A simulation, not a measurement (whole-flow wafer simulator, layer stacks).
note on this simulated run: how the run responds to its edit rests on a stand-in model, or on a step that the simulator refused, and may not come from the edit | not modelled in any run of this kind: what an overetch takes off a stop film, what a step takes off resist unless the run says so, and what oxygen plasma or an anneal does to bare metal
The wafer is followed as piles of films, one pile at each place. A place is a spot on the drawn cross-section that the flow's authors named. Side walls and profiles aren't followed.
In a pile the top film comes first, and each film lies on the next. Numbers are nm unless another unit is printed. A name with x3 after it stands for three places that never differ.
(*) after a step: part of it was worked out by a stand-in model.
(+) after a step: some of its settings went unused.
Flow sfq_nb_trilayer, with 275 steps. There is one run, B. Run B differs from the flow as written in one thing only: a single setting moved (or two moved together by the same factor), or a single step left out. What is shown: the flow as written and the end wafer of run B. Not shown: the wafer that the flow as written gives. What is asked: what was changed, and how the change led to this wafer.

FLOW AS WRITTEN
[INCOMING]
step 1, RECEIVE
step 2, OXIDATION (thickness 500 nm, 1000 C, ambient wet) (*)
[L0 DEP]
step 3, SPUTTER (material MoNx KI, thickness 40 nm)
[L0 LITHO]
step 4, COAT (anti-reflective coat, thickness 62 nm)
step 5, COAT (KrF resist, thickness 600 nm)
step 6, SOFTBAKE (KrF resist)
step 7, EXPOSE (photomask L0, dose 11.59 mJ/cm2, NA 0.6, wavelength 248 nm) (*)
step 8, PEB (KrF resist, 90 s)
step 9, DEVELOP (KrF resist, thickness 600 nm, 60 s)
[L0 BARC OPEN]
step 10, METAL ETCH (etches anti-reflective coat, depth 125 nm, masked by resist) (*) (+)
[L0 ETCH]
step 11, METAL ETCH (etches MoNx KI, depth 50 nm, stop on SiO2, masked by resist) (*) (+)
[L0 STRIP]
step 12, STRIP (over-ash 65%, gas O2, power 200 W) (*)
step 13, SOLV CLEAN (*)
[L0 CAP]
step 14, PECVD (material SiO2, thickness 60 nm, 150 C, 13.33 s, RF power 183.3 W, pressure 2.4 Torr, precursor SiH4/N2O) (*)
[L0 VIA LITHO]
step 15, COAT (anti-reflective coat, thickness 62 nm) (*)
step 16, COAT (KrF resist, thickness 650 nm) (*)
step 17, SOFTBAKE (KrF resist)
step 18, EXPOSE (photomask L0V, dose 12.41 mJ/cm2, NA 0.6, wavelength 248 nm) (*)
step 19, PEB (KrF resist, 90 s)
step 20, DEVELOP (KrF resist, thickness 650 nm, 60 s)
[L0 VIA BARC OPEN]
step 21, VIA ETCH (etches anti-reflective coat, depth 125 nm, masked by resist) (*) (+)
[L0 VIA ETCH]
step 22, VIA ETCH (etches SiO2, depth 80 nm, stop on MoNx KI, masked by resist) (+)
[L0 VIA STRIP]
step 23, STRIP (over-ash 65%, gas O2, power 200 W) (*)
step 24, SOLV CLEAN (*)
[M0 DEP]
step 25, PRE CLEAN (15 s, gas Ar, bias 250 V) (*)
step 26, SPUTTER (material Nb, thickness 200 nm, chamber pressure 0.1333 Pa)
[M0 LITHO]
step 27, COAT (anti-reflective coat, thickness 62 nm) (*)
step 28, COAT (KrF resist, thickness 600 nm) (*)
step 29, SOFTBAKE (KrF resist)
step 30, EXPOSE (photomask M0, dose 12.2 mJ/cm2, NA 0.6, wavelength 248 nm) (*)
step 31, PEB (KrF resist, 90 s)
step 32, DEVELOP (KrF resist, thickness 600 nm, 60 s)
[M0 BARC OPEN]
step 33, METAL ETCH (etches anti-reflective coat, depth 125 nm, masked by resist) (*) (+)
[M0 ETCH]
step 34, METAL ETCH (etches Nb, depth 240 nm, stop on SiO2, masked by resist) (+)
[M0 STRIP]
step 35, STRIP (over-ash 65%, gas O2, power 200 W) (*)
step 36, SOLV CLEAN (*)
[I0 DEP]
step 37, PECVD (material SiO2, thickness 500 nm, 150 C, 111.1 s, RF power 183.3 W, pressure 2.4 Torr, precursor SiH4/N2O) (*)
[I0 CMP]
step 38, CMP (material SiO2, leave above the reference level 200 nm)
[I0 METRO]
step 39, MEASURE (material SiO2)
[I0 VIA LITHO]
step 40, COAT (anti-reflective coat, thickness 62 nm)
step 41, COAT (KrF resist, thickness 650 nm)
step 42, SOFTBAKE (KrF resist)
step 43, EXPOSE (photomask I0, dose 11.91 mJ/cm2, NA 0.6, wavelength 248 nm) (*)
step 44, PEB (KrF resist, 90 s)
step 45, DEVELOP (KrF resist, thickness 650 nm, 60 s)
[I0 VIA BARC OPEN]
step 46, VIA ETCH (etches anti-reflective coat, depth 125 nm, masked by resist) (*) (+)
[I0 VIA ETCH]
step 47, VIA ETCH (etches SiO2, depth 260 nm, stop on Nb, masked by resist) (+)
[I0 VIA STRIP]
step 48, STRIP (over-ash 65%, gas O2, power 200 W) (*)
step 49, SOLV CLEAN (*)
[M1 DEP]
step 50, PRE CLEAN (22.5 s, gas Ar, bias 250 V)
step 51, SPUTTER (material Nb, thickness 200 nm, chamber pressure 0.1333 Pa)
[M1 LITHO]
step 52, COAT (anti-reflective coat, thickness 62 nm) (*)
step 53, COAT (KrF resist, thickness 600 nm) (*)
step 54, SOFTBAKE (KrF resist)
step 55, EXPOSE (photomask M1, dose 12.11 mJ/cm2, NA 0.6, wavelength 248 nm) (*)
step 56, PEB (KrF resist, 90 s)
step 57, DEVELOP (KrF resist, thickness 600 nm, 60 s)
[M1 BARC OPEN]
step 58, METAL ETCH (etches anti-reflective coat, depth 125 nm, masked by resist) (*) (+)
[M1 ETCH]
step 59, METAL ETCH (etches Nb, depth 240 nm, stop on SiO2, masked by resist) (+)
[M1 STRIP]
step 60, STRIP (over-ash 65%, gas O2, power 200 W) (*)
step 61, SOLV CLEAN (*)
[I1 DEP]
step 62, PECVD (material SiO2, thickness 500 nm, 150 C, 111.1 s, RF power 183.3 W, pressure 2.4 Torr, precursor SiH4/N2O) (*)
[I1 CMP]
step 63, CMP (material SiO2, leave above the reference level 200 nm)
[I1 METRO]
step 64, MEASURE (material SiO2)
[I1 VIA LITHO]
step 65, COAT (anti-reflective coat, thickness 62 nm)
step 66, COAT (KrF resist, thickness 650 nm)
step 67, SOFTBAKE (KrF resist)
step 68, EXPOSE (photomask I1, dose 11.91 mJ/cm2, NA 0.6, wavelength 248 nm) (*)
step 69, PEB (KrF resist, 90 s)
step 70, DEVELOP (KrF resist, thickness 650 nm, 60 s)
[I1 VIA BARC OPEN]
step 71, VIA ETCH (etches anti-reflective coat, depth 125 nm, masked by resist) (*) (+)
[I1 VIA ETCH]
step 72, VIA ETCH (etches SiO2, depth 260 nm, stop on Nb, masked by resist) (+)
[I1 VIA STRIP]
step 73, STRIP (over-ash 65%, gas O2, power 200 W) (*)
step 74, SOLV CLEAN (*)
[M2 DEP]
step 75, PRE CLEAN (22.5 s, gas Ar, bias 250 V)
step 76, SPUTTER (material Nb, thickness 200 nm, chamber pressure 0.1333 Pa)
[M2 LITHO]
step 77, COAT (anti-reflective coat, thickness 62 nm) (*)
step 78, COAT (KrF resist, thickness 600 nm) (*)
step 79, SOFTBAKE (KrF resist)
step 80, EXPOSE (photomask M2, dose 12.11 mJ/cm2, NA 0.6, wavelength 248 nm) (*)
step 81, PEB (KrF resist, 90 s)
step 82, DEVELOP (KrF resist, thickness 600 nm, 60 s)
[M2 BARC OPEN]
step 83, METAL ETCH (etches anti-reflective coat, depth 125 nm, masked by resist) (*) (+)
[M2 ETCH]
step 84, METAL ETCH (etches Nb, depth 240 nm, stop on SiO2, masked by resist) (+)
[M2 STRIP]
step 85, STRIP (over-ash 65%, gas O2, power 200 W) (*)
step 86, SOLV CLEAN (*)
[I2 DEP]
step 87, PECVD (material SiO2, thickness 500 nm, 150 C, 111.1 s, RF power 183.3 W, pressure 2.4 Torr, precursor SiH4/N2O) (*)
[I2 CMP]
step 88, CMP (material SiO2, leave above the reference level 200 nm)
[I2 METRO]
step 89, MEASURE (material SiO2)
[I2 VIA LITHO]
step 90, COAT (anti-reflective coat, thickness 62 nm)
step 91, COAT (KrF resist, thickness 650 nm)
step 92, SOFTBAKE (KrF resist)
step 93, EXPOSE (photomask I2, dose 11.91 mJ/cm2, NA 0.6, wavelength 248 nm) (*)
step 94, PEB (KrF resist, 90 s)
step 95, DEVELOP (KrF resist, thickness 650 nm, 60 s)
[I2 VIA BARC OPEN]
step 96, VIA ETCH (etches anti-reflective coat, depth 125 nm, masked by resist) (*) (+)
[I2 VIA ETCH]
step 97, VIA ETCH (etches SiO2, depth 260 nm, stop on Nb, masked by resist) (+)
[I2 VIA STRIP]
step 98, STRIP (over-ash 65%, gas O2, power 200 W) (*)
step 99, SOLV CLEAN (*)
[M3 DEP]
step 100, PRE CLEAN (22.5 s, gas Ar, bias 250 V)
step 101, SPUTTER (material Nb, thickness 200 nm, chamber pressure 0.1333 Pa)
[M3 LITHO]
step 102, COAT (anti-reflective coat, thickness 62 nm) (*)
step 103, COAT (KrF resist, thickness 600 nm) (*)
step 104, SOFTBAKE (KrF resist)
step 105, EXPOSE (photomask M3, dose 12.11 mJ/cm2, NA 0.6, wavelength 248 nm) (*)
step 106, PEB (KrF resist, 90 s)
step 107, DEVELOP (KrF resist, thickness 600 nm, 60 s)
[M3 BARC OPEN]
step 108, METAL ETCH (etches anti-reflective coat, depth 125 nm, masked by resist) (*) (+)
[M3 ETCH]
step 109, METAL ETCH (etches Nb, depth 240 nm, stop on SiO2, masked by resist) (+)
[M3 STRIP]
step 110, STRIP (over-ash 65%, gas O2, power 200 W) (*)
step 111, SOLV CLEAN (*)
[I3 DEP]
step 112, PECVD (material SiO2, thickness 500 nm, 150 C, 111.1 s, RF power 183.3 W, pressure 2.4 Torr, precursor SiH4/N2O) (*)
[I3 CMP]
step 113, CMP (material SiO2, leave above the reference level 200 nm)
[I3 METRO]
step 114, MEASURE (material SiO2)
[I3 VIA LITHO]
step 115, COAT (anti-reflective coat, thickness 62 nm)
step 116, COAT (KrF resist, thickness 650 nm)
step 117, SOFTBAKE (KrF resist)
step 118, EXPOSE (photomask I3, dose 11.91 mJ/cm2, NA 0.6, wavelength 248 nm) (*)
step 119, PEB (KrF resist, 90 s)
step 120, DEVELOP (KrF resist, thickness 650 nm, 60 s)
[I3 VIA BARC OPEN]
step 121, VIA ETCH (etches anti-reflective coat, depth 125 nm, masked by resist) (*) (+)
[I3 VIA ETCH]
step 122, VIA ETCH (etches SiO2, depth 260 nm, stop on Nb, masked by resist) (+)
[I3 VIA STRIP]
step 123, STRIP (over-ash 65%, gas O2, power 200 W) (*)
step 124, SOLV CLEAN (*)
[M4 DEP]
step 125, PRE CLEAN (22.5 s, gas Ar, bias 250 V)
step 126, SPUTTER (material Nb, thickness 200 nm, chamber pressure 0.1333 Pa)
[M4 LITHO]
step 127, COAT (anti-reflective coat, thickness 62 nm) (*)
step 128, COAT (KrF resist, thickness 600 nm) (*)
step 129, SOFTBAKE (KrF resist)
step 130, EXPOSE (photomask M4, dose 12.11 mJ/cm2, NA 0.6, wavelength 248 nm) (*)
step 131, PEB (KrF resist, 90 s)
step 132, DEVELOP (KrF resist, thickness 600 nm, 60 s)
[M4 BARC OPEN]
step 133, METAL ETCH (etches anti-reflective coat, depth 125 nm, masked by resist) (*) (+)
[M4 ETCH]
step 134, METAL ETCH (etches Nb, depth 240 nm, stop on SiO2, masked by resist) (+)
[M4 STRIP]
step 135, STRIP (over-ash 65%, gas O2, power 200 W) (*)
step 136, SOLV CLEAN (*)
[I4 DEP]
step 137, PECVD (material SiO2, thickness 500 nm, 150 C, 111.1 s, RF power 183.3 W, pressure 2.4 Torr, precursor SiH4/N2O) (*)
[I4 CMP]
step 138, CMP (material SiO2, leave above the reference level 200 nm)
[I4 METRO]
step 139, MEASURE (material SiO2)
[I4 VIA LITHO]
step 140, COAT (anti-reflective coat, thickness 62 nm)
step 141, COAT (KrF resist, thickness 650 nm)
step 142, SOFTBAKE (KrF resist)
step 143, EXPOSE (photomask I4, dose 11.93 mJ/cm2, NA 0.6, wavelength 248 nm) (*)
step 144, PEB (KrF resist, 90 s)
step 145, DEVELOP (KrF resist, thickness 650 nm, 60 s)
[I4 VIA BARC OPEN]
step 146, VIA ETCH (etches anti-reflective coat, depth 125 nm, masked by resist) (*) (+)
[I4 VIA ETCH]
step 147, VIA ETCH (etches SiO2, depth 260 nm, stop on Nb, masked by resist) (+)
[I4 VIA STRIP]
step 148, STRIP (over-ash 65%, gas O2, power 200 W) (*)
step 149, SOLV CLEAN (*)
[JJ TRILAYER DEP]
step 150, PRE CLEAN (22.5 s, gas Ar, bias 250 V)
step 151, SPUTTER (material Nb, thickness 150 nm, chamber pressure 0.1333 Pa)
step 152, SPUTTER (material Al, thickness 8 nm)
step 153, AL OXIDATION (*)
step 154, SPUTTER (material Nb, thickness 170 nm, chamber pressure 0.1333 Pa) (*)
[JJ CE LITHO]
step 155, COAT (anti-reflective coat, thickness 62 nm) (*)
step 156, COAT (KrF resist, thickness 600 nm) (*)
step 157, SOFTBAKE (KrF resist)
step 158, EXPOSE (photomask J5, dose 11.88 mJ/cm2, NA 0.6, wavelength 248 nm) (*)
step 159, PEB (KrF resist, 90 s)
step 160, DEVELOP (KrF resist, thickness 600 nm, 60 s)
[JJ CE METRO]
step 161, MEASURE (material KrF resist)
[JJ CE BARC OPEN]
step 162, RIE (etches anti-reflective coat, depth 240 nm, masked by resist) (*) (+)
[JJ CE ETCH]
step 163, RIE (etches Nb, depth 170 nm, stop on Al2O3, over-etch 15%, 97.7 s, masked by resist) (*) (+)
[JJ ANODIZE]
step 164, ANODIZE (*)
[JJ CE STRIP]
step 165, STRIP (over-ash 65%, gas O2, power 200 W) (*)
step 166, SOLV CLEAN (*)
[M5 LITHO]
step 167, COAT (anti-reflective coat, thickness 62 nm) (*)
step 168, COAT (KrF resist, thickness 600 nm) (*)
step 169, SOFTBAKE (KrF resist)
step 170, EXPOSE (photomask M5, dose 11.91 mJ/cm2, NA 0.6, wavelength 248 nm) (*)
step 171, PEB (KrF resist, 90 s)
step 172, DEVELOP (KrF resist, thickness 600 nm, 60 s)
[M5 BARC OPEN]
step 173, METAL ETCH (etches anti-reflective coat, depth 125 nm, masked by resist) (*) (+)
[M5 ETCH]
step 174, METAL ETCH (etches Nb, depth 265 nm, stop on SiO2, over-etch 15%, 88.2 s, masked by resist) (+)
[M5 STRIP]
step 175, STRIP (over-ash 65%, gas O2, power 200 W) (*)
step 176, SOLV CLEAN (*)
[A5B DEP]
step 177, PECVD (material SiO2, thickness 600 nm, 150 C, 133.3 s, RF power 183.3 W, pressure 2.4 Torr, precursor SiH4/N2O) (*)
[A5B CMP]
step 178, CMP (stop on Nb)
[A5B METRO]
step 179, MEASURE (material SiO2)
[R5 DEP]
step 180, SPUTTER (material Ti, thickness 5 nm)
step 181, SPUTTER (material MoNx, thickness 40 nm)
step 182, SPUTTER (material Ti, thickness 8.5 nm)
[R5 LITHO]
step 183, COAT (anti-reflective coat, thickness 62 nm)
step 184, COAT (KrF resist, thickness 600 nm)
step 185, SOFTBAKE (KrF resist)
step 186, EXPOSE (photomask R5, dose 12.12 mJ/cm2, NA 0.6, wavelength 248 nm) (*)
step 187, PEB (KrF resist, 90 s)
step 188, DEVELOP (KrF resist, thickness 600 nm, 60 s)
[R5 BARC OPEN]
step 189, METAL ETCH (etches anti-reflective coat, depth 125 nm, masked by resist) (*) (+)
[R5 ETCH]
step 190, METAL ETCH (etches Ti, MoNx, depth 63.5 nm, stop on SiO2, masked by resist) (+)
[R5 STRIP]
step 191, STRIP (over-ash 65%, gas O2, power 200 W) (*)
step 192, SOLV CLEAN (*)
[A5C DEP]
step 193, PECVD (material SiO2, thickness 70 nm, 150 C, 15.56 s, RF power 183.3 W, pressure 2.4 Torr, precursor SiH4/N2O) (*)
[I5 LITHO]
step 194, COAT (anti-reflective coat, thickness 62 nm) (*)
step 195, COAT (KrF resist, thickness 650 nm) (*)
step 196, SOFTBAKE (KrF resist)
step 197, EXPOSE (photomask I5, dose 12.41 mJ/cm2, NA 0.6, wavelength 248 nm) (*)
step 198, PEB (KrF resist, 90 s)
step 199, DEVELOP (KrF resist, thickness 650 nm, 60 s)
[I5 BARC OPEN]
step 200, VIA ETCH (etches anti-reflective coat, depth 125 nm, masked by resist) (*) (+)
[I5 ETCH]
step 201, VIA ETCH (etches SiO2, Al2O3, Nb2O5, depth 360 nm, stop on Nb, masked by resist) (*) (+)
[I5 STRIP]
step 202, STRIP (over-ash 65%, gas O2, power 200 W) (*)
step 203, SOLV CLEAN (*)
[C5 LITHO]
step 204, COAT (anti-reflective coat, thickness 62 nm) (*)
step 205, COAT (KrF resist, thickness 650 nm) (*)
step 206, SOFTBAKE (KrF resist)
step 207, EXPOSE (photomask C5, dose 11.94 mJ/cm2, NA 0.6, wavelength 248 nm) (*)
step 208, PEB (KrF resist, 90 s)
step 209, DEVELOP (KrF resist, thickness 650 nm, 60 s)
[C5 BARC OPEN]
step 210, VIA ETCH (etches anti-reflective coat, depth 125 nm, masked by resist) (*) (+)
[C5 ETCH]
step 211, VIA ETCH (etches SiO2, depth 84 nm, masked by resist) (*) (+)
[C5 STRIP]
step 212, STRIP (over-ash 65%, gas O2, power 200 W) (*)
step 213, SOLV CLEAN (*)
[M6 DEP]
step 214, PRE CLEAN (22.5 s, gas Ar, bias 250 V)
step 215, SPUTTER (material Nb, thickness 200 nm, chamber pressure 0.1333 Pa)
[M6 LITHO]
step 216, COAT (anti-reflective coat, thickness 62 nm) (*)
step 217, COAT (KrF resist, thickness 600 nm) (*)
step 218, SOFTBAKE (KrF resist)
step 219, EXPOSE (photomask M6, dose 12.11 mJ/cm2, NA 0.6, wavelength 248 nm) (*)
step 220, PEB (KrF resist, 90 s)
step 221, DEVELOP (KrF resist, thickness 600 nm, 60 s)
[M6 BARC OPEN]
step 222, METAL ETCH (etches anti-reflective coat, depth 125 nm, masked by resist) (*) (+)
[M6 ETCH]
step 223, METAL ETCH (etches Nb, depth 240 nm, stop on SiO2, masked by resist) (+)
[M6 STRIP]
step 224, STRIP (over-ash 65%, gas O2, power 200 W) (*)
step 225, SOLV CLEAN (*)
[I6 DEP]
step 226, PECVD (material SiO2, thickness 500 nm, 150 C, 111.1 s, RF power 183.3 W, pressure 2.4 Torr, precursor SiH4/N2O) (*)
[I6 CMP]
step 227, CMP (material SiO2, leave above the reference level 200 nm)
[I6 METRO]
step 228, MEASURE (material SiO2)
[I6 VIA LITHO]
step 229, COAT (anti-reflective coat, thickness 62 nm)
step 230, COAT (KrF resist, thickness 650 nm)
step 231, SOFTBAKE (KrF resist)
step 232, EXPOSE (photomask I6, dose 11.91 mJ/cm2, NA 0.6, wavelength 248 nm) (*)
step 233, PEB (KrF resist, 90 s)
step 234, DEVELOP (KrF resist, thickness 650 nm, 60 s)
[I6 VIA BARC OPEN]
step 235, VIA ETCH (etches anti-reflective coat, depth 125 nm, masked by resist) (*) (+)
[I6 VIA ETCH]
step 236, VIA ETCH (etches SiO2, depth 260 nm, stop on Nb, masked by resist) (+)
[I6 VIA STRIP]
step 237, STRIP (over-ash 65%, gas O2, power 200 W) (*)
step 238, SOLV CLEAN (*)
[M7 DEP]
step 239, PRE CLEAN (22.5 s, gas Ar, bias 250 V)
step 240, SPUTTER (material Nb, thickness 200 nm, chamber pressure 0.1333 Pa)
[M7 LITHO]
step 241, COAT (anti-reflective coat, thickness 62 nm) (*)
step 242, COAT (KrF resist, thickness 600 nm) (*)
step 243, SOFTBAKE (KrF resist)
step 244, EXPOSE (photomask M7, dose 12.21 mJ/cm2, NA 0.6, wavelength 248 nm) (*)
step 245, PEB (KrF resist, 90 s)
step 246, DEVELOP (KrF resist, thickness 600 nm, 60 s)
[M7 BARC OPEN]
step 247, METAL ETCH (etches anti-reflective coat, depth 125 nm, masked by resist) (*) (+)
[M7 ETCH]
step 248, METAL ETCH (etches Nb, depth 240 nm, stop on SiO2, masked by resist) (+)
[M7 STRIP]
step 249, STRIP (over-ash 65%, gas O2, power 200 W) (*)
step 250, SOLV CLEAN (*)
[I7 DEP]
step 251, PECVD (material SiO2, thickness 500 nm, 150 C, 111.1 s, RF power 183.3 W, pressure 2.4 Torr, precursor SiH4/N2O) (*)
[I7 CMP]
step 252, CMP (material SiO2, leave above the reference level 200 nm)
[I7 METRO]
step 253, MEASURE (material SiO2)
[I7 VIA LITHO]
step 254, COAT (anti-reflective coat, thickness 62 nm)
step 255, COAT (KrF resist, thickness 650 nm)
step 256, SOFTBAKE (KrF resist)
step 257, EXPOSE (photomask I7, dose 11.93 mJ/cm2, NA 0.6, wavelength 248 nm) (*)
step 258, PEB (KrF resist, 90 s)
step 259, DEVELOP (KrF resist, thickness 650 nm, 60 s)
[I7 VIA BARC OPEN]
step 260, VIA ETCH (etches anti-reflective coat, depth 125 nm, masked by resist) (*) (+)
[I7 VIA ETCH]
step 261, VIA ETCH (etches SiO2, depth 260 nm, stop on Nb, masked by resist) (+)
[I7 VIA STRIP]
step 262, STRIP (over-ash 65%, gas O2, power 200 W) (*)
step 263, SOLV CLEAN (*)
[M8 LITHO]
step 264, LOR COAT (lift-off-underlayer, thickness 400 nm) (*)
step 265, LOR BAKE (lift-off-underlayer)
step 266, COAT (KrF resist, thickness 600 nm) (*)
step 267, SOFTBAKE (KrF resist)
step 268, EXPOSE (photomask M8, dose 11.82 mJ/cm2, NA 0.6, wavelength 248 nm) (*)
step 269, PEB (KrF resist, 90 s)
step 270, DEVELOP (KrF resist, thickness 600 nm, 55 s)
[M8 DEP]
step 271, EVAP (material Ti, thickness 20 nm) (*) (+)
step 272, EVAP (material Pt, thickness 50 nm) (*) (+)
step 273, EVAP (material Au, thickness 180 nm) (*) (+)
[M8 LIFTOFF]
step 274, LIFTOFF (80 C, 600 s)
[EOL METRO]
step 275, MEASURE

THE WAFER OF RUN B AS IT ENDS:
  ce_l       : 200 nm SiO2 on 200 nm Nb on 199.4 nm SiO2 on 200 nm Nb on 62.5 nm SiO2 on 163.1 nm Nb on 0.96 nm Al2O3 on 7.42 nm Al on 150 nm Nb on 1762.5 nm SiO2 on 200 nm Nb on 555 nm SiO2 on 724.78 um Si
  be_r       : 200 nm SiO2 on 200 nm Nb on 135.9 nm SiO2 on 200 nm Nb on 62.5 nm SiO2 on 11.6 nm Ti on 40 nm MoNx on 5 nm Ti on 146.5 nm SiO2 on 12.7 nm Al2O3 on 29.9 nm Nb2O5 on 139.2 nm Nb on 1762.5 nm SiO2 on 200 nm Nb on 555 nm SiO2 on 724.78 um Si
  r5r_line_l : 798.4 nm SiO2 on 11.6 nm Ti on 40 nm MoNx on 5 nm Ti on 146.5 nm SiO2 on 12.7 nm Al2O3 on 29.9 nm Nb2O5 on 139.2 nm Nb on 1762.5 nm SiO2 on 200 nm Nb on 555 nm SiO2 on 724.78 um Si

What caused this: step 182, SPUTTER: thickness 11.6 nm was run, though the flow has thickness 8.5 nm.
The wafer lets one read it off: be_r has Ti 11.6, and step 182 as written asks for 8.5 nm.

How this came from the change, step by step:
  step 182, SPUTTER (material Ti, thickness 8.5 nm)
      field_l, v_sur, via_wl and 103 more: +11.6 Ti (new film) (it would be, as written: +8.5 Ti (new film))
  step 190, METAL ETCH (etches Ti, MoNx, depth 63.5 nm, stop on SiO2, masked by resist) (+)
      field_l, v_sur, via_wl and 92 more: -11.6 Ti (all of it), -40 MoNx (all of it), -5 Ti (all of it) (it would be, as written: -8.5 Ti (all of it), -40 MoNx (all of it), -5 Ti (all of it))
      ce_l, c5j, ce_r, wl_jj: -11.6 Ti (all of it), -40 MoNx (all of it), -5 Ti (all of it), -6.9 Nb (it would be, as written: -8.5 Ti (all of it), -40 MoNx (all of it), -5 Ti (all of it), -10 Nb)
  step 194, COAT (anti-reflective coat, thickness 62 nm) (*)
      ce_l: +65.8 anti-reflective coat (new film) (it would be, as written: +67.2 anti-reflective coat (new film))
      ce_r: +66.6 anti-reflective coat (new film) (it would be, as written: +68.1 anti-reflective coat (new film))
  step 202, STRIP (over-ash 65%, gas O2, power 200 W) (*)
      ce_l: -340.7 KrF resist (all of it), -65.8 anti-reflective coat (all of it) (it would be, as written: -341.5 KrF resist (all of it), -67.2 anti-reflective coat (all of it))
      ce_r: -345.6 KrF resist (all of it), -66.6 anti-reflective coat (all of it) (it would be, as written: -346.1 KrF resist (all of it), -68.1 anti-reflective coat (all of it))
  step 204, COAT (anti-reflective coat, thickness 62 nm) (*)
      ce_l: +64.6 anti-reflective coat (new film) (it would be, as written: +66 anti-reflective coat (new film))
      ce_r: +65.6 anti-reflective coat (new film) (it would be, as written: +67.2 anti-reflective coat (new film))
  step 212, STRIP (over-ash 65%, gas O2, power 200 W) (*)
      ce_l: -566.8 KrF resist (all of it), -64.6 anti-reflective coat (all of it) (it would be, as written: -567.4 KrF resist (all of it), -66 anti-reflective coat (all of it))
      ce_r: -573.6 KrF resist (all of it), -65.6 anti-reflective coat (all of it) (it would be, as written: -573.7 KrF resist (all of it), -67.2 anti-reflective coat (all of it))
  step 216, COAT (anti-reflective coat, thickness 62 nm) (*)
      sp_r: +67.5 anti-reflective coat (new film) (it would be, as written: +65.9 anti-reflective coat (new film))
  step 224, STRIP (over-ash 65%, gas O2, power 200 W) (*)
      sp_r: -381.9 KrF resist (all of it), -67.5 anti-reflective coat (all of it) (it would be, as written: -382 KrF resist (all of it), -65.9 anti-reflective coat (all of it))
